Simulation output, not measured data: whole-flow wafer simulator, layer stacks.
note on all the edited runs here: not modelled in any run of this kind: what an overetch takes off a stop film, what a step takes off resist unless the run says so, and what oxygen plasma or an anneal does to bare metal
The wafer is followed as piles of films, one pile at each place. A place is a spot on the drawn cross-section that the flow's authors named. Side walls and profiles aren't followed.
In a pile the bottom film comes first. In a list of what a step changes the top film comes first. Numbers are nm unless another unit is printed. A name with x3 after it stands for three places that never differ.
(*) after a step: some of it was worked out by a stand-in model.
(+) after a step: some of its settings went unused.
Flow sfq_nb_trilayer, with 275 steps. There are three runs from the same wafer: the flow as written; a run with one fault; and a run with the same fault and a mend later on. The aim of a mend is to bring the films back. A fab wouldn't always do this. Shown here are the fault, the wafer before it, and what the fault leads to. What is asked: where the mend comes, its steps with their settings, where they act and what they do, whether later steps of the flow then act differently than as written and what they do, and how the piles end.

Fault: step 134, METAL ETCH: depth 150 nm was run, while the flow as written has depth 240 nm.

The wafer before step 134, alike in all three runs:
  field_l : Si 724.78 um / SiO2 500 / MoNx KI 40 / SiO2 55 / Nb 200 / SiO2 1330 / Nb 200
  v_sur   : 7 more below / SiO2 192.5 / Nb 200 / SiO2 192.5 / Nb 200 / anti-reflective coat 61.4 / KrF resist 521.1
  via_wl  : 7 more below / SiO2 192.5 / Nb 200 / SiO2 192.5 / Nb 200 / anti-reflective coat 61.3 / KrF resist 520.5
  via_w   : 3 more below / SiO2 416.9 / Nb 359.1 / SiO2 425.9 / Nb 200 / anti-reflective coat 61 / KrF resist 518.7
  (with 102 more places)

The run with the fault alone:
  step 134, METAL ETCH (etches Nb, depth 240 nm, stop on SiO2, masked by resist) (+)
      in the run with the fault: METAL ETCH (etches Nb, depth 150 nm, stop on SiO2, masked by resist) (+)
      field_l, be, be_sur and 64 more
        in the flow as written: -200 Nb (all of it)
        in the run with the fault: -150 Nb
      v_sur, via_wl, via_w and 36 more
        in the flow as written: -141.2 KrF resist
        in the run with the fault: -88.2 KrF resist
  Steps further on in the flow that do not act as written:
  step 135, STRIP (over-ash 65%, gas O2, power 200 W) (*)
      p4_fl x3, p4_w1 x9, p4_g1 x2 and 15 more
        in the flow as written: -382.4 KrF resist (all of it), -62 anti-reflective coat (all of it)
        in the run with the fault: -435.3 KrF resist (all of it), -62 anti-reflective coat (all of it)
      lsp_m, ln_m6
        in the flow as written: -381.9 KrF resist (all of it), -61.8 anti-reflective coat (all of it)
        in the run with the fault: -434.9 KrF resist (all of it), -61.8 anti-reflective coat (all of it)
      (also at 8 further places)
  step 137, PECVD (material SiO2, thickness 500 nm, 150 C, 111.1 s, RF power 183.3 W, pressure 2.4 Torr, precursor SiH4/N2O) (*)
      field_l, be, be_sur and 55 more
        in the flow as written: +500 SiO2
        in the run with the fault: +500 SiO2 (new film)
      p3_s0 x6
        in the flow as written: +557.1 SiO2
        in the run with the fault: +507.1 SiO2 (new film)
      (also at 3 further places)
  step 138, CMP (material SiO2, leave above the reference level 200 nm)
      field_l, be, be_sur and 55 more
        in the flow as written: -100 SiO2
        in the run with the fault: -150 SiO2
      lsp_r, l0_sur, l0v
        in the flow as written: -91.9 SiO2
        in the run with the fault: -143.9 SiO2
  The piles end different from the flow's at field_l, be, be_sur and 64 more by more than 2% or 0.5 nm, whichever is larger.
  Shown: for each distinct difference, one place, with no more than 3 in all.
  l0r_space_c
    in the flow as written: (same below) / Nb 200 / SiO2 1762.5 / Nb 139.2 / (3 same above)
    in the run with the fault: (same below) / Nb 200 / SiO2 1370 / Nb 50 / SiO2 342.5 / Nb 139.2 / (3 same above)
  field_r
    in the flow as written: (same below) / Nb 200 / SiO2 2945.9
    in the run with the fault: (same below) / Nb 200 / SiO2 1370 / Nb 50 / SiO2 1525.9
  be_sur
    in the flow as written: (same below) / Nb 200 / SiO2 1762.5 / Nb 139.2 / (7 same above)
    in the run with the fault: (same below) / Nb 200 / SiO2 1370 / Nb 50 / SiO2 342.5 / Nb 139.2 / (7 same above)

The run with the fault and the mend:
  After step 134 comes the mend.
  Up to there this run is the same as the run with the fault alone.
  step 134a, METAL ETCH (etches Nb, depth 90 nm, stop on SiO2, masked by resist) (+) (the flow's step 134 again, with other settings)
      field_l, be, be_sur and 64 more
        -50 Nb (all of it)
      v_sur, via_wl, via_w and 36 more
        -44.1 KrF resist
  Steps further on in the flow that do not act as written:
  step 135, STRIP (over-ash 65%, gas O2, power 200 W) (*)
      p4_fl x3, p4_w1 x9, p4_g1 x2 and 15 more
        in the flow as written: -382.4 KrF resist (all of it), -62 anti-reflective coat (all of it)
        in the run with the mend: -391.2 KrF resist (all of it), -62 anti-reflective coat (all of it)
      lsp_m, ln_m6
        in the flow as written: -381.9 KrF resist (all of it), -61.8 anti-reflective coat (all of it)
        in the run with the mend: -390.8 KrF resist (all of it), -61.8 anti-reflective coat (all of it)
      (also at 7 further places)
  At every place that both follow, the piles at the end match the flow's.
